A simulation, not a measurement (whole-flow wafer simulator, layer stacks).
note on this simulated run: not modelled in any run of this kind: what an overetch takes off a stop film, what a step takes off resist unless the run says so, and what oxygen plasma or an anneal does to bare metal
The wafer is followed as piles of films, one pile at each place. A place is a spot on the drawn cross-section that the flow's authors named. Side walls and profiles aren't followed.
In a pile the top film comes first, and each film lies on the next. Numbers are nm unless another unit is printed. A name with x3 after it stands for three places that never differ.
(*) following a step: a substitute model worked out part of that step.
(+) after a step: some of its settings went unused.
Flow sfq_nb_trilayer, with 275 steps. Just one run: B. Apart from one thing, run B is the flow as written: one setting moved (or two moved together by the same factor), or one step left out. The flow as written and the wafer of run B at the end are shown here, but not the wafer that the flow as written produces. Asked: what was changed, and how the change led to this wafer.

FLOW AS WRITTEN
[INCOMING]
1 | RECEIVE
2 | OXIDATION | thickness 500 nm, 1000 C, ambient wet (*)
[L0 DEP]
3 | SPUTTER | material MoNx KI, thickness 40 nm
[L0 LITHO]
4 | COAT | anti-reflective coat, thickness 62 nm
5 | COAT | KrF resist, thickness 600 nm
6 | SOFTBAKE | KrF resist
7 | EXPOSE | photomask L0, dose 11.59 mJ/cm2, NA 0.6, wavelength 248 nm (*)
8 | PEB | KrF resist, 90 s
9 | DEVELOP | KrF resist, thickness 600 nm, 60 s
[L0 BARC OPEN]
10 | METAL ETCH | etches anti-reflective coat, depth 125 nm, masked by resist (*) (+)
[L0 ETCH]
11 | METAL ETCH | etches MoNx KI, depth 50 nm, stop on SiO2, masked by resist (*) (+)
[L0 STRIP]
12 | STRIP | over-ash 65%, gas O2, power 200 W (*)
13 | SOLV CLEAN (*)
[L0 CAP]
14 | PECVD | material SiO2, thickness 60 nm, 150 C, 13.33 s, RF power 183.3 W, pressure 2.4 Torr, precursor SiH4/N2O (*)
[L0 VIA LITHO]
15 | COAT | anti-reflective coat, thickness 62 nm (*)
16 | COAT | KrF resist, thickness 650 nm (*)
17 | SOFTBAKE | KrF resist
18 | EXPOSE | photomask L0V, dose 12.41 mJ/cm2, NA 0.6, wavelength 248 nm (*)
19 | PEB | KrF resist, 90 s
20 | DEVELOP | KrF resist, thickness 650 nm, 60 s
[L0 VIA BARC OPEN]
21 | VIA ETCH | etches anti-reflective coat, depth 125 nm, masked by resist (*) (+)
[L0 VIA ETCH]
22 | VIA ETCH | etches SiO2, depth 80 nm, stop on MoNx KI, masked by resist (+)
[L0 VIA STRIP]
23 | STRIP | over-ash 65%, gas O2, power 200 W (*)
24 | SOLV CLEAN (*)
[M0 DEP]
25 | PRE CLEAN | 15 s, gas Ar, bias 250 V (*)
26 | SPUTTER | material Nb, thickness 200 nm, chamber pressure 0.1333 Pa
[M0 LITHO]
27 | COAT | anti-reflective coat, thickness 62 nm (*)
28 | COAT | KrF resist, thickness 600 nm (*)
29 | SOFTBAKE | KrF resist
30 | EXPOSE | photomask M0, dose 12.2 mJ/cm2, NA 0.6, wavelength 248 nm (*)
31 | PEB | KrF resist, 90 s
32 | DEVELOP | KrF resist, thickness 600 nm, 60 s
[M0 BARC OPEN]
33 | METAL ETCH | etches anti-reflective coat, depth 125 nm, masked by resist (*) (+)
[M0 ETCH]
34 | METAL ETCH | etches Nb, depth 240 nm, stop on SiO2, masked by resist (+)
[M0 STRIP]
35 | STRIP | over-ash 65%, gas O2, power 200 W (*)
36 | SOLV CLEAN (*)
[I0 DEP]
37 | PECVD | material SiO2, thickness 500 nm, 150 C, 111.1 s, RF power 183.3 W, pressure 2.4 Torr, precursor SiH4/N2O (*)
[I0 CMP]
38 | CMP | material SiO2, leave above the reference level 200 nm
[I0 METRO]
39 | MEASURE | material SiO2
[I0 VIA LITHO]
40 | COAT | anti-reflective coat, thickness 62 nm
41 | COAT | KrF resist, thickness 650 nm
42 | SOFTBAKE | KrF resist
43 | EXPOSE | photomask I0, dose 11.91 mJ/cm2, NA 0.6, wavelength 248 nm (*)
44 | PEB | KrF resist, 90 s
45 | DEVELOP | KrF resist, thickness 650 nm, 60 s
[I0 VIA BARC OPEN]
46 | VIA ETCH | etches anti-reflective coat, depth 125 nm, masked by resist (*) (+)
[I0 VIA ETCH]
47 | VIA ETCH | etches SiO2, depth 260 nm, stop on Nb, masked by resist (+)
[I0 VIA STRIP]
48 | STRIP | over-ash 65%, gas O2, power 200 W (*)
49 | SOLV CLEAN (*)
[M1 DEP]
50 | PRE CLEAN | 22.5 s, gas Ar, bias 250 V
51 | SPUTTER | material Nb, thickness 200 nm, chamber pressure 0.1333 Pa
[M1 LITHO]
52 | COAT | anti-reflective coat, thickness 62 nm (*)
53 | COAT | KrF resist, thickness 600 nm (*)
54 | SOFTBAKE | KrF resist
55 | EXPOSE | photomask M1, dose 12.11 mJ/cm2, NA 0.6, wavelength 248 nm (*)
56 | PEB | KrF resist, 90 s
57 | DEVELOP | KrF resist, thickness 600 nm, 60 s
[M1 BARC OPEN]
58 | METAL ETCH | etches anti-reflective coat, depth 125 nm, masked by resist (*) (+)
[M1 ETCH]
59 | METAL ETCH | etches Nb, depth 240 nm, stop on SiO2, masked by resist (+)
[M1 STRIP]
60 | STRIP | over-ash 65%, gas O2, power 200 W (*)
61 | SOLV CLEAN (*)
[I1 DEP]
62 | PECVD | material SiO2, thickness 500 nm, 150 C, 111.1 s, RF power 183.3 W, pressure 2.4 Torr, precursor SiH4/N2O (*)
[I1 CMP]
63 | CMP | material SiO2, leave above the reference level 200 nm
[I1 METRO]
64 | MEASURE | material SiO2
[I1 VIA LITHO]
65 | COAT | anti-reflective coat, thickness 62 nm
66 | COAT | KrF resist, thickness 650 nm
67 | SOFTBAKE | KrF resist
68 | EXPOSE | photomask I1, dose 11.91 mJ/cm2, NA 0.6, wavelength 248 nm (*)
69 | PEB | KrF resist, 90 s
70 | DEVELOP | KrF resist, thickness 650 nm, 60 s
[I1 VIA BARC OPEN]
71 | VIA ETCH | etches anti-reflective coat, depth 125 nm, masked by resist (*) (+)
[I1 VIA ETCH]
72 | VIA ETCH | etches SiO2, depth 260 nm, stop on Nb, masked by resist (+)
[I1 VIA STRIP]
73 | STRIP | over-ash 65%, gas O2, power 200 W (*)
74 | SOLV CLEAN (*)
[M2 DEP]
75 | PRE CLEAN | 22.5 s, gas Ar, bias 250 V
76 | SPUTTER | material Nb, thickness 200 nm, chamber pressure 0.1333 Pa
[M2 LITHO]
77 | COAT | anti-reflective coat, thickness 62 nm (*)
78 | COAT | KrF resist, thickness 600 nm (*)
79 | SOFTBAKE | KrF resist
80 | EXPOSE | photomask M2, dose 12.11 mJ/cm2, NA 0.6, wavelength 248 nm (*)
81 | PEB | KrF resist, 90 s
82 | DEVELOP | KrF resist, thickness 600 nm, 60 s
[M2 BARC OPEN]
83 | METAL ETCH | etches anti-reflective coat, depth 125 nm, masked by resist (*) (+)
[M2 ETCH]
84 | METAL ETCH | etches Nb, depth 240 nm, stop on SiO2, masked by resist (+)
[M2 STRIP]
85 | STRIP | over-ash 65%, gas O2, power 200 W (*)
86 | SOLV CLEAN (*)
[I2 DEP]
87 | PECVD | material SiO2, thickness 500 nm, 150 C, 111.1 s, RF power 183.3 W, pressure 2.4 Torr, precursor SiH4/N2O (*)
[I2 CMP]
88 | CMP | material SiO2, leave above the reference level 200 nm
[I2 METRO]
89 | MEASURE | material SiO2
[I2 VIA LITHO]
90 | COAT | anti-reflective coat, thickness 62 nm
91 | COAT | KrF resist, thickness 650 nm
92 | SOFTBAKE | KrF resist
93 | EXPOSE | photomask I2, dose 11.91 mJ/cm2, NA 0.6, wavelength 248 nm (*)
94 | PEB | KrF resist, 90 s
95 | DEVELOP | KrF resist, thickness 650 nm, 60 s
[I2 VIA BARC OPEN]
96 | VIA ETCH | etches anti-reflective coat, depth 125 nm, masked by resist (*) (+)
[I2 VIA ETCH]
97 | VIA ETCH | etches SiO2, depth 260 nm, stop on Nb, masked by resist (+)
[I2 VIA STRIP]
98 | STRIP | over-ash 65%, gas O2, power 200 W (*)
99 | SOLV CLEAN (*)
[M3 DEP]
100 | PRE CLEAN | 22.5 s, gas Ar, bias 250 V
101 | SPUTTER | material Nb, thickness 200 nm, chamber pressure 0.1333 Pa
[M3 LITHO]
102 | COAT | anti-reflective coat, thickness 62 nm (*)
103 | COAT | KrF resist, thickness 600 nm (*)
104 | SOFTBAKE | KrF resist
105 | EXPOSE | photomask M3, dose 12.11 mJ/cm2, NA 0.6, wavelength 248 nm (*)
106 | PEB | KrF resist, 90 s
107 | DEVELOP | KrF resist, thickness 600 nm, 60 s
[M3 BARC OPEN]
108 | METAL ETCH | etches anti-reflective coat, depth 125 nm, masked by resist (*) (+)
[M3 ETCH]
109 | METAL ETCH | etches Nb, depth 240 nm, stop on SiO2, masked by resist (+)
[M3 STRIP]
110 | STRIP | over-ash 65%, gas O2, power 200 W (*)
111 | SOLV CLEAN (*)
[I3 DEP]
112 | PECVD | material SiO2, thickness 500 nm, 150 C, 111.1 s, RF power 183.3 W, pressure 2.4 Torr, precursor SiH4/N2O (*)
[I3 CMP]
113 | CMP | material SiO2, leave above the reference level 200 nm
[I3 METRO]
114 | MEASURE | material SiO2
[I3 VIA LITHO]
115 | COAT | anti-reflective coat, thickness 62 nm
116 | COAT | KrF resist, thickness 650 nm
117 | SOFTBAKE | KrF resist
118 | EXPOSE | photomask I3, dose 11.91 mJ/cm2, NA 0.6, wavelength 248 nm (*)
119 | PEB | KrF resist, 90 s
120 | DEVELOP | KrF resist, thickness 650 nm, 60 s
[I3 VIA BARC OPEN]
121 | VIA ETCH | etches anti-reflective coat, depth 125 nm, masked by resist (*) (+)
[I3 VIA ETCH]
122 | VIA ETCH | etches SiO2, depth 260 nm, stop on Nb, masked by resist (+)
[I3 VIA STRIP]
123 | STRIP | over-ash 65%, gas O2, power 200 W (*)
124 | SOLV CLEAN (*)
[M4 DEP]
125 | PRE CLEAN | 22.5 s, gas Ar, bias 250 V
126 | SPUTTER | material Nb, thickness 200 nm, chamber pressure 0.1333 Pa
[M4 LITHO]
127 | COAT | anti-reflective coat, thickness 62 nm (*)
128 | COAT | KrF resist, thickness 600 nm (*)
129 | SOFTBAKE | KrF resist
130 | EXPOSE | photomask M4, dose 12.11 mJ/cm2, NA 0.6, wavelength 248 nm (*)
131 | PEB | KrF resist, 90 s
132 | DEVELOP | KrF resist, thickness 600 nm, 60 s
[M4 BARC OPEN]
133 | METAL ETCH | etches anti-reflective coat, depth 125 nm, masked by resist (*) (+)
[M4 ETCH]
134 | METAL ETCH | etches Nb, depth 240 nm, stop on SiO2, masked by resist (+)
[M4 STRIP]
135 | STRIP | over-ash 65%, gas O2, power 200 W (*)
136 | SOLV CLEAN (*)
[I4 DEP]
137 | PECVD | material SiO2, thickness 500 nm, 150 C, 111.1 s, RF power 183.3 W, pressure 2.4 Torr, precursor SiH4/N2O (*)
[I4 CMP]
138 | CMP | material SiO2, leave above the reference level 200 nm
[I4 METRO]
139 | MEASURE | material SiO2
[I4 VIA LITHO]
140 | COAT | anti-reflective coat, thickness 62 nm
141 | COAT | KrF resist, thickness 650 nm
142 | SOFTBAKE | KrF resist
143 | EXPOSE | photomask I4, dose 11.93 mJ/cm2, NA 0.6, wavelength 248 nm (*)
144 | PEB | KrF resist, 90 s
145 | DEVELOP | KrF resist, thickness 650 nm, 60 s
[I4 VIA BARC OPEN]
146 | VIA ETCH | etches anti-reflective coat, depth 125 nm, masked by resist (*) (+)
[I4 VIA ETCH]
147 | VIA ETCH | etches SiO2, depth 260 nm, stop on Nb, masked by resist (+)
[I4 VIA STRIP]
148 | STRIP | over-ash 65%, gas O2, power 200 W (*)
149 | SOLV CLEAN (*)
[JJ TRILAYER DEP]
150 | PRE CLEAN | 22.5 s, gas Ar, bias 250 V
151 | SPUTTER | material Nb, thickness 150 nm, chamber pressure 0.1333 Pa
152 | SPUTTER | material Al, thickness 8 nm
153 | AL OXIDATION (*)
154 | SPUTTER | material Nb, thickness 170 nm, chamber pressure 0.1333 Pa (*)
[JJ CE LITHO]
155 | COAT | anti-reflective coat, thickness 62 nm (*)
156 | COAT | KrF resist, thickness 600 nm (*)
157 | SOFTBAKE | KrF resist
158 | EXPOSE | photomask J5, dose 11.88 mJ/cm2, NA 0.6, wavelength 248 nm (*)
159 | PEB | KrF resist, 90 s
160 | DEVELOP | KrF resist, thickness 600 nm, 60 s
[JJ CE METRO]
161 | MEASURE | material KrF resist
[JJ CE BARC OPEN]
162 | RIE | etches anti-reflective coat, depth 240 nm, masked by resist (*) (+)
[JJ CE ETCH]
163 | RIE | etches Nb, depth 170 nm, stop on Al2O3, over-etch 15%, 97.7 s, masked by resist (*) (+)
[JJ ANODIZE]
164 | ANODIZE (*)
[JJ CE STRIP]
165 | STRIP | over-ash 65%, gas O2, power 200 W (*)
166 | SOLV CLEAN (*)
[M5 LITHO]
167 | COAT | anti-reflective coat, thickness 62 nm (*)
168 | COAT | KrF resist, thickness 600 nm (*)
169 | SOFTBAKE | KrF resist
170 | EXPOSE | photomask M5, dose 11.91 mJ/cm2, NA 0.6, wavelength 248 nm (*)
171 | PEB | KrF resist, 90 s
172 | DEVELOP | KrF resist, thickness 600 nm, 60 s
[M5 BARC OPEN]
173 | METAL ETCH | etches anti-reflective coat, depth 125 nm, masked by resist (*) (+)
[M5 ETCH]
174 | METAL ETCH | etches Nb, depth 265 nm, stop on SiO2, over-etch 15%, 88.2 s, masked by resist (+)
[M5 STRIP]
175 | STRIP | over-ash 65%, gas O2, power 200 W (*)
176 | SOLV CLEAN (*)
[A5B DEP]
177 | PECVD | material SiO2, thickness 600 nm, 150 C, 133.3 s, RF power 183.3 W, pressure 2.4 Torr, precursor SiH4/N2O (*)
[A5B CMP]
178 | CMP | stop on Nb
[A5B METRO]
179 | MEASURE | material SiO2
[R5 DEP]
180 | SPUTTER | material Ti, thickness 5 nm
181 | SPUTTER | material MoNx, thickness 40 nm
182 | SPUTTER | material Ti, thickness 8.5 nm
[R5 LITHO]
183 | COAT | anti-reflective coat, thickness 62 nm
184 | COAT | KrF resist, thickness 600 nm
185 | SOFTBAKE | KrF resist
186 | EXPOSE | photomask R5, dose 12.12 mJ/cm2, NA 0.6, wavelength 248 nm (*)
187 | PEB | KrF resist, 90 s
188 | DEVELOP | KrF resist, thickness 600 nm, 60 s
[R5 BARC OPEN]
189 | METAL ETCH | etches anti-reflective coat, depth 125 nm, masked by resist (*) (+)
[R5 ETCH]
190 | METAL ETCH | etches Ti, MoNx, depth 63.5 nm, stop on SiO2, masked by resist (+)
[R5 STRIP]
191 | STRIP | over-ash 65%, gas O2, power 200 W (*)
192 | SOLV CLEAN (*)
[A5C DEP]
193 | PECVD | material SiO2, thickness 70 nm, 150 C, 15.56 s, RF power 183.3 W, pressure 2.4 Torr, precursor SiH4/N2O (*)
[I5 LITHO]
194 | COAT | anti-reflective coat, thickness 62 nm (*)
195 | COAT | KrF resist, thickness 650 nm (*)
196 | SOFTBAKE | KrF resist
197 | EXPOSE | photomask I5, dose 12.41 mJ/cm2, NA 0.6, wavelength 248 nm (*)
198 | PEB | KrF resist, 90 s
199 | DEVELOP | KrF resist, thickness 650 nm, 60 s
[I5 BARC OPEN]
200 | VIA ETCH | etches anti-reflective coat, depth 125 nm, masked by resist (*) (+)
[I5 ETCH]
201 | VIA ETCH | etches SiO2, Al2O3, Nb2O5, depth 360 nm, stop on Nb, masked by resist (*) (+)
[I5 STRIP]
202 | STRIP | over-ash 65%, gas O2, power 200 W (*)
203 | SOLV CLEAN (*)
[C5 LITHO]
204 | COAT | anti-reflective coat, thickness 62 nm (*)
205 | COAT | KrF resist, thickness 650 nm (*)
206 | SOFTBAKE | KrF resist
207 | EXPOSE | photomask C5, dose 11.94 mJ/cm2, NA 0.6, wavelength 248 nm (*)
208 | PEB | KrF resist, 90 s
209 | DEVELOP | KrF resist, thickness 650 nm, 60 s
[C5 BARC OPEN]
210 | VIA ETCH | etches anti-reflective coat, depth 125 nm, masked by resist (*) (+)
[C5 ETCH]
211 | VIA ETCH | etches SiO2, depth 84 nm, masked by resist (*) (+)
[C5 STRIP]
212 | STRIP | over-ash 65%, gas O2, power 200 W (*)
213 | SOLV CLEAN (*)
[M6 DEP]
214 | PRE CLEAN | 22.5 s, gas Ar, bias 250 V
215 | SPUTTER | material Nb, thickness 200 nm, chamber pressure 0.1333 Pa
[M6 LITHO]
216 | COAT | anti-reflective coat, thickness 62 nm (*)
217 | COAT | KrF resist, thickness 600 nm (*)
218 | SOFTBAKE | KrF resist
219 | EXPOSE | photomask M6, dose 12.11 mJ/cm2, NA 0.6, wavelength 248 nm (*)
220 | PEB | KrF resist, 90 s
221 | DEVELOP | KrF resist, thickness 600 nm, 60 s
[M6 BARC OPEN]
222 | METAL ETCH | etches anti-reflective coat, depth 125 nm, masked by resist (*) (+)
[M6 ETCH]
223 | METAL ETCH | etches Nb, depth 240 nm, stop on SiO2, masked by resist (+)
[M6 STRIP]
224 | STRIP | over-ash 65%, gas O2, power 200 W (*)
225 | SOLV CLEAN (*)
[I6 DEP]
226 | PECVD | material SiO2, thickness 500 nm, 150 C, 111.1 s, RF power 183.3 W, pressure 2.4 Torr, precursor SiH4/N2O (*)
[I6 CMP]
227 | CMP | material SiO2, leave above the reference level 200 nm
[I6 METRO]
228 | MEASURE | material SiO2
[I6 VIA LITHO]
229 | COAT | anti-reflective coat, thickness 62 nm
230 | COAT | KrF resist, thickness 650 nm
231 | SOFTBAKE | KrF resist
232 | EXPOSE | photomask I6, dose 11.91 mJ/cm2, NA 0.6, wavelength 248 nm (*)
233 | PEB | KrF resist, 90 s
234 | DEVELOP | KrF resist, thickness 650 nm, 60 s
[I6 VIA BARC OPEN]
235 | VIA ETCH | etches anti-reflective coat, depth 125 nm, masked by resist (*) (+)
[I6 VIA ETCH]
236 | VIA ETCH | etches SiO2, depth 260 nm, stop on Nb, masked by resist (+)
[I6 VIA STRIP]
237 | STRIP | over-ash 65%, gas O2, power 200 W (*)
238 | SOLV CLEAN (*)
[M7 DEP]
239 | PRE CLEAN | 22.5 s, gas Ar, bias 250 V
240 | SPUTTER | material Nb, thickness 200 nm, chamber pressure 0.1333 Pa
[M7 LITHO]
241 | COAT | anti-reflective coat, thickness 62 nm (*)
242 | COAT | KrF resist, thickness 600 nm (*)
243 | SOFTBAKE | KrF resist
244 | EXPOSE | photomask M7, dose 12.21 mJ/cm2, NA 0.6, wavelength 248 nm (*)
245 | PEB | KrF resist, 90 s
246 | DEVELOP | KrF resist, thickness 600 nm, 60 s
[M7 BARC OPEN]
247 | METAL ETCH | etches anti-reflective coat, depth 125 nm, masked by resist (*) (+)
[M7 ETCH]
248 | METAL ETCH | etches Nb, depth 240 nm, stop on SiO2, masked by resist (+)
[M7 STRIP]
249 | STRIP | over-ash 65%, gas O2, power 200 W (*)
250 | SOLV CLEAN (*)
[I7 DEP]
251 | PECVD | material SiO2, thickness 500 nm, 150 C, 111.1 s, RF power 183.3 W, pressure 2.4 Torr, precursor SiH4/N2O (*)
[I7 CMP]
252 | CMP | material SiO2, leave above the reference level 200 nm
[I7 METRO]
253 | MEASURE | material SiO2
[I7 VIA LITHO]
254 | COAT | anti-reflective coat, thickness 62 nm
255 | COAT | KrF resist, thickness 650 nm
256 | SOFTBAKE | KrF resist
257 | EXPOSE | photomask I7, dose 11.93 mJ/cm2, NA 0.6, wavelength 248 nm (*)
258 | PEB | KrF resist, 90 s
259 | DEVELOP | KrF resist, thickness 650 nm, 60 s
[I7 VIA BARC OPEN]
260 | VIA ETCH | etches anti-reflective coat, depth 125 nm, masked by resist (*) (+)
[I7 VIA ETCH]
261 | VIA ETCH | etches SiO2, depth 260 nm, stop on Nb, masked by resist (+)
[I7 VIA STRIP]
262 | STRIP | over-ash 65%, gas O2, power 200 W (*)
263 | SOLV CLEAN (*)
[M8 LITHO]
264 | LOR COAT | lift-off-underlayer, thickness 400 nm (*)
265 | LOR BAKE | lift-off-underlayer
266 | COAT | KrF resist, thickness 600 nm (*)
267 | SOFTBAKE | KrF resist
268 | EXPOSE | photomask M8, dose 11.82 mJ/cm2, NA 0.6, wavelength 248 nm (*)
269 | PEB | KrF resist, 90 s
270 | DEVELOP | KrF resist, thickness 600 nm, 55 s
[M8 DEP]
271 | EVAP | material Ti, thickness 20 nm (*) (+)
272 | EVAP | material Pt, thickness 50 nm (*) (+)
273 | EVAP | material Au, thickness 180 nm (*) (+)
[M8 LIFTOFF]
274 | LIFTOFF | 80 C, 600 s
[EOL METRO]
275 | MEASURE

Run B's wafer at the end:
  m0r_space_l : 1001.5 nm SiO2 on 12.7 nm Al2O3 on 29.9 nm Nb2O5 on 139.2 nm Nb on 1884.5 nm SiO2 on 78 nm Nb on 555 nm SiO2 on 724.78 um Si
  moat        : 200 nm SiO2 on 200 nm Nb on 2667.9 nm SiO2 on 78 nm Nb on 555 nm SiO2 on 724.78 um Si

What caused this: step 34, METAL ETCH: depth 122 nm was run, while the flow as written has depth 240 nm.

Step by step, how the change led to this:
  34 | METAL ETCH | etches Nb, depth 240 nm, stop on SiO2, masked by resist (+)
      moat, m0r_space_l, m0r_space_r: Nb loses 122 (as written it would have been: Nb loses 200 (all of it))
      field_l, v_sur, via_wl and 100 more: KrF resist loses 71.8 (as written it would have been: KrF resist loses 141.2)
  35 | STRIP | over-ash 65%, gas O2, power 200 W (*)
      p4_fl, p4_fm, p4_w1 and 68 more: KrF resist loses 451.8 (all of it), anti-reflective coat loses 62 (all of it) (as written it would have been: KrF resist loses 382.4 (all of it), anti-reflective coat loses 62 (all of it))
      ce_r, sp_r, be_r, r_sur: KrF resist loses 458.4 (all of it), anti-reflective coat loses 63.6 (all of it) (as written it would have been: KrF resist loses 389 (all of it), anti-reflective coat loses 63.6 (all of it))
      (also at 28 further places)
  37 | PECVD | material SiO2, thickness 500 nm, 150 C, 111.1 s, RF power 183.3 W, pressure 2.4 Torr, precursor SiH4/N2O (*)
      moat, m0r_space_l, m0r_space_r: SiO2 gains 500 (new film) (as written it would have been: SiO2 gains 557.1)
  38 | CMP | material SiO2, leave above the reference level 200 nm
      moat, m0r_space_l, m0r_space_r: SiO2 loses 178 (as written it would have been: SiO2 loses 157.1)
Taking metal films that touch as one body, m0r_space_l has 2 bodies (between them, from the top down: SiO2 1884.5); the flow as written gives 1 body.
Taking metal films that touch as one body, moat has 2 bodies (between them, from the top down: SiO2 2667.9); the flow as written gives 1 body.
